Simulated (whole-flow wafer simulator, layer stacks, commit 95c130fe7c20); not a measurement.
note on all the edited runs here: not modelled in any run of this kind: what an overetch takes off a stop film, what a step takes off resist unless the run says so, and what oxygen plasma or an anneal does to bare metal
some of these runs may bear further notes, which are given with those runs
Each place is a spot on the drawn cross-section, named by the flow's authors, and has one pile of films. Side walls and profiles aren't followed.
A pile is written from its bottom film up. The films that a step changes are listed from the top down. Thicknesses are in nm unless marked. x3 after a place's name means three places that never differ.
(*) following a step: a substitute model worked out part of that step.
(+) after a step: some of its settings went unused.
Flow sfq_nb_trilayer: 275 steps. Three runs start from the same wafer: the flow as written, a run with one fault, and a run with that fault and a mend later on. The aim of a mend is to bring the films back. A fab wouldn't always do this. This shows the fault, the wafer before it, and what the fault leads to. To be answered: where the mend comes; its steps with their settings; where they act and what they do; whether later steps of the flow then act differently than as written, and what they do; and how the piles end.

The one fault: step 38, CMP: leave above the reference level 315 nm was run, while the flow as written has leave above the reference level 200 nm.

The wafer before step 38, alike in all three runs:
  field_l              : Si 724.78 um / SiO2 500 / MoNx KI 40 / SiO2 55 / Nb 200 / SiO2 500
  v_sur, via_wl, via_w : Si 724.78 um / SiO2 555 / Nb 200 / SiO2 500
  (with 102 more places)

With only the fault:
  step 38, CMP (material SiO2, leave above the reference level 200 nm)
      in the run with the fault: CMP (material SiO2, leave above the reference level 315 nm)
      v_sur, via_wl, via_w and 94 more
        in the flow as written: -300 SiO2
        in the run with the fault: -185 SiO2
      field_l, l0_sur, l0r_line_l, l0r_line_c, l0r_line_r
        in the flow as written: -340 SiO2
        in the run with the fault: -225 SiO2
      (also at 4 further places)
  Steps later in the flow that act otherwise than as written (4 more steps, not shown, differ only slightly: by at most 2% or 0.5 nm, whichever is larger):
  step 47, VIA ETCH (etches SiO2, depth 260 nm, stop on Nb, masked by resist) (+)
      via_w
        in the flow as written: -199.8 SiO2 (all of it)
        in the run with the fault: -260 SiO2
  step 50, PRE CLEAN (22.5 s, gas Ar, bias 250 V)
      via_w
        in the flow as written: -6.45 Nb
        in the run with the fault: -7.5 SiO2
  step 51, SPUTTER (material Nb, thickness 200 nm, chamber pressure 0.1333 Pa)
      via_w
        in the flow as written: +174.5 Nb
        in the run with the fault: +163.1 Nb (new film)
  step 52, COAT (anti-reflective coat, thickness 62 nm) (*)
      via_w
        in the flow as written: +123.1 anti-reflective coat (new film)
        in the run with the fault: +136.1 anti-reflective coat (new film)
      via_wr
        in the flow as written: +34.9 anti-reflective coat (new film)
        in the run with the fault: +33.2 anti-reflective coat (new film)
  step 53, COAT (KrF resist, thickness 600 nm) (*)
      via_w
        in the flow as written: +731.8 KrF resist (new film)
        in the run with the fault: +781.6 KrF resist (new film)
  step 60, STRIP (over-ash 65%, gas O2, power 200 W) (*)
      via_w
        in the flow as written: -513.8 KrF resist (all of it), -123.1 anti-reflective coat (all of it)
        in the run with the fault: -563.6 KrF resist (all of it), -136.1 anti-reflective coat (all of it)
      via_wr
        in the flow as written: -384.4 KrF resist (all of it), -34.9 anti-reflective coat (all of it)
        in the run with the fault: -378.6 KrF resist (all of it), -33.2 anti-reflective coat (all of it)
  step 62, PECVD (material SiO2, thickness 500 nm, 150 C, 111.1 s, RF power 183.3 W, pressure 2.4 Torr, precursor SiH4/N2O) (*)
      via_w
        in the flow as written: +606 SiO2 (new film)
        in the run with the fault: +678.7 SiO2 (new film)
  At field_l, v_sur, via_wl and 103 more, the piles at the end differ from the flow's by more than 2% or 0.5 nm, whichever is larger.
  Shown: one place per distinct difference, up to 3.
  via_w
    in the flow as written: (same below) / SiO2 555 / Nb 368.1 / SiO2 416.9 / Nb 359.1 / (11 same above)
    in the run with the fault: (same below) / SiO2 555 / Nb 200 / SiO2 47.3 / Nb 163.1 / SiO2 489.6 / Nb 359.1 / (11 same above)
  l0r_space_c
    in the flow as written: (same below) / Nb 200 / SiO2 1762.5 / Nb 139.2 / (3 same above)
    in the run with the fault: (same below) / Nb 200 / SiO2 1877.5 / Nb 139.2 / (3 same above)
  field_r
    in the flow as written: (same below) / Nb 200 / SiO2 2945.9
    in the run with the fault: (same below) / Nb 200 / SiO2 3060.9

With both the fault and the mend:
  After step 45 comes the mend.
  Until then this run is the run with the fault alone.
  step 45a, STRIP (over-ash 65%, gas O2, power 200 W) (*)
      field_l, v_sur, via_wl and 102 more
        -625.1 KrF resist (all of it), -62 anti-reflective coat (all of it)
      via_w
        -62 anti-reflective coat (all of it)
  step 45b, CMP (material SiO2, leave above the reference level 200 nm) (a further turn of the flow's step 38)
      field_l, v_sur, via_wl and 103 more
        -115 SiO2
  step 45c, COAT (anti-reflective coat, thickness 62 nm) (a further turn of the flow's step 40)
      field_l, v_sur, via_wl and 103 more
        +62 anti-reflective coat (new film)
  step 45d, COAT (KrF resist, thickness 650 nm) (a further turn of the flow's step 41)
      field_l, v_sur, via_wl and 103 more
        +650 KrF resist (new film)
  step 45e, SOFTBAKE (KrF resist) (a further turn of the flow's step 42)
      does not change any film at any place that is followed
  step 45f, EXPOSE (photomask I0, dose 11.91 mJ/cm2, NA 0.6, wavelength 248 nm) (*) (a further turn of the flow's step 43)
      does not change any film at any place that is followed
  step 45g, PEB (KrF resist, 90 s) (a further turn of the flow's step 44)
      field_l, v_sur, via_wl and 103 more
        -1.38 KrF resist
  step 45h, DEVELOP (KrF resist, thickness 650 nm, 60 s) (a further turn of the flow's step 45)
      field_l, v_sur, via_wl and 102 more
        -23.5 KrF resist
      via_w
        -648.6 KrF resist (all of it)
  Every later step of the flow that is run acts as written at every place that is followed.
  By the end, the piles equal the flow's at every place that both follow.
